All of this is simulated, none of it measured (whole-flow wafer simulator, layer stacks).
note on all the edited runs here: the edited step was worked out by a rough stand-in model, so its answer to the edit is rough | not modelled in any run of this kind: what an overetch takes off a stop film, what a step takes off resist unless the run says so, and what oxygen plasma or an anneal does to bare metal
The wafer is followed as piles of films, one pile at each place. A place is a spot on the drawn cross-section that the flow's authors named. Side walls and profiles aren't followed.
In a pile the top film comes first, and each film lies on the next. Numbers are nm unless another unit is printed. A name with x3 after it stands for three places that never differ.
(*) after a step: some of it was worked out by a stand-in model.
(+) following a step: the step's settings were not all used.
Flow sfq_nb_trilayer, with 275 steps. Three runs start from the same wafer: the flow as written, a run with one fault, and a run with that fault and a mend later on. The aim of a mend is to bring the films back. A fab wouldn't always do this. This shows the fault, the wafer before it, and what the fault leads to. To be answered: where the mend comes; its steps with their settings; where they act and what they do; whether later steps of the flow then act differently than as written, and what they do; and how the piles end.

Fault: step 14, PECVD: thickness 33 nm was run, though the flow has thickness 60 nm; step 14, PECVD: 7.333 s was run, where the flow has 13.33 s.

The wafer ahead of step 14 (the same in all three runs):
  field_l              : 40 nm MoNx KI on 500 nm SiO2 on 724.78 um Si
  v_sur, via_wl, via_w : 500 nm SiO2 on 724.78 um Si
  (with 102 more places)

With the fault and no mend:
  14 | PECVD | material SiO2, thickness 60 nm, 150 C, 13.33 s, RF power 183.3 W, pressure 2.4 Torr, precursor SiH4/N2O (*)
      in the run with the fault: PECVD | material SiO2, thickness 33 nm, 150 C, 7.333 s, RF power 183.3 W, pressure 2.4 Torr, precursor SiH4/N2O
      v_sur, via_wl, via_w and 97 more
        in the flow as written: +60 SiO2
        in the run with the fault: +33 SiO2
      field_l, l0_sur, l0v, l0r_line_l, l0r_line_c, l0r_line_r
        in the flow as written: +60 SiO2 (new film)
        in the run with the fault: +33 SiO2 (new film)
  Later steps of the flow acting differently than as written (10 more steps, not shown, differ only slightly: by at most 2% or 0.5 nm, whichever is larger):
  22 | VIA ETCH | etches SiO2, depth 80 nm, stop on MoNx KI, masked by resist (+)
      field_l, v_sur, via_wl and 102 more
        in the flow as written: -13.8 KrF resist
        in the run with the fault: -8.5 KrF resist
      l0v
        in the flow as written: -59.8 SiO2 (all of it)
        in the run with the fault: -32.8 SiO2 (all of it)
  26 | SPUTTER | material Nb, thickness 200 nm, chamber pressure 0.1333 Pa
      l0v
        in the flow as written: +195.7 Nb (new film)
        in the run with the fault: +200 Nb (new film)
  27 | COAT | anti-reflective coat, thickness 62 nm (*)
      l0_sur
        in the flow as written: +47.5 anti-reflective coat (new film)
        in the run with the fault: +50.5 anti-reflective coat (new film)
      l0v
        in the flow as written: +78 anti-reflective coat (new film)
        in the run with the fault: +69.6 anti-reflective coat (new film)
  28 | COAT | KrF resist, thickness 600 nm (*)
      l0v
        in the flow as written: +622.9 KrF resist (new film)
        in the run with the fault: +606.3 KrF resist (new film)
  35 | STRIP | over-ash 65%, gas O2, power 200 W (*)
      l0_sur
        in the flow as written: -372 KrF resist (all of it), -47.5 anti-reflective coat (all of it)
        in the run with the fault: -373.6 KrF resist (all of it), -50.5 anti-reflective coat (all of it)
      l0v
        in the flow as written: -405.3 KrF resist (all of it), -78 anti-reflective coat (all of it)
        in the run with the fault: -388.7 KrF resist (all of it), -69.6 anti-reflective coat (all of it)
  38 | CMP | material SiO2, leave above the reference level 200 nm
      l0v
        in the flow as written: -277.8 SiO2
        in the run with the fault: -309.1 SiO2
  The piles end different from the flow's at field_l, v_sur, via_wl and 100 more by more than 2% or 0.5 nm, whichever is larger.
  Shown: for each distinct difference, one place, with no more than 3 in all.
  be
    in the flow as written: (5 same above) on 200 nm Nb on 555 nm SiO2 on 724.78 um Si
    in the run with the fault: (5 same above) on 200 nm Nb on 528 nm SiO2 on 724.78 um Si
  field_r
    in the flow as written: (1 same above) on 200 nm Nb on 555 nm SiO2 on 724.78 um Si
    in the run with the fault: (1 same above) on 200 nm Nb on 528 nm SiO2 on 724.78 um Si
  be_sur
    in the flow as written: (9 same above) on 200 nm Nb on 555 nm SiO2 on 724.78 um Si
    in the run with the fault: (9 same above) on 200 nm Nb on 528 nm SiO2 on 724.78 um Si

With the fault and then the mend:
  The mend follows step 14.
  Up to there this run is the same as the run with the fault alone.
  14a | PECVD | material SiO2, thickness 27 nm, 150 C, 6 s, RF power 183.3 W, pressure 2.4 Torr, precursor SiH4/N2O (a further turn of the flow's step 14, with different settings)
      field_l, v_sur, via_wl and 103 more
        +27 SiO2
  Later steps of the flow that are run all act as written at every place that is followed, up to a difference of at most 2% or 0.5 nm, whichever is larger.
  At every place that both follow, the piles at the end match the flow's.
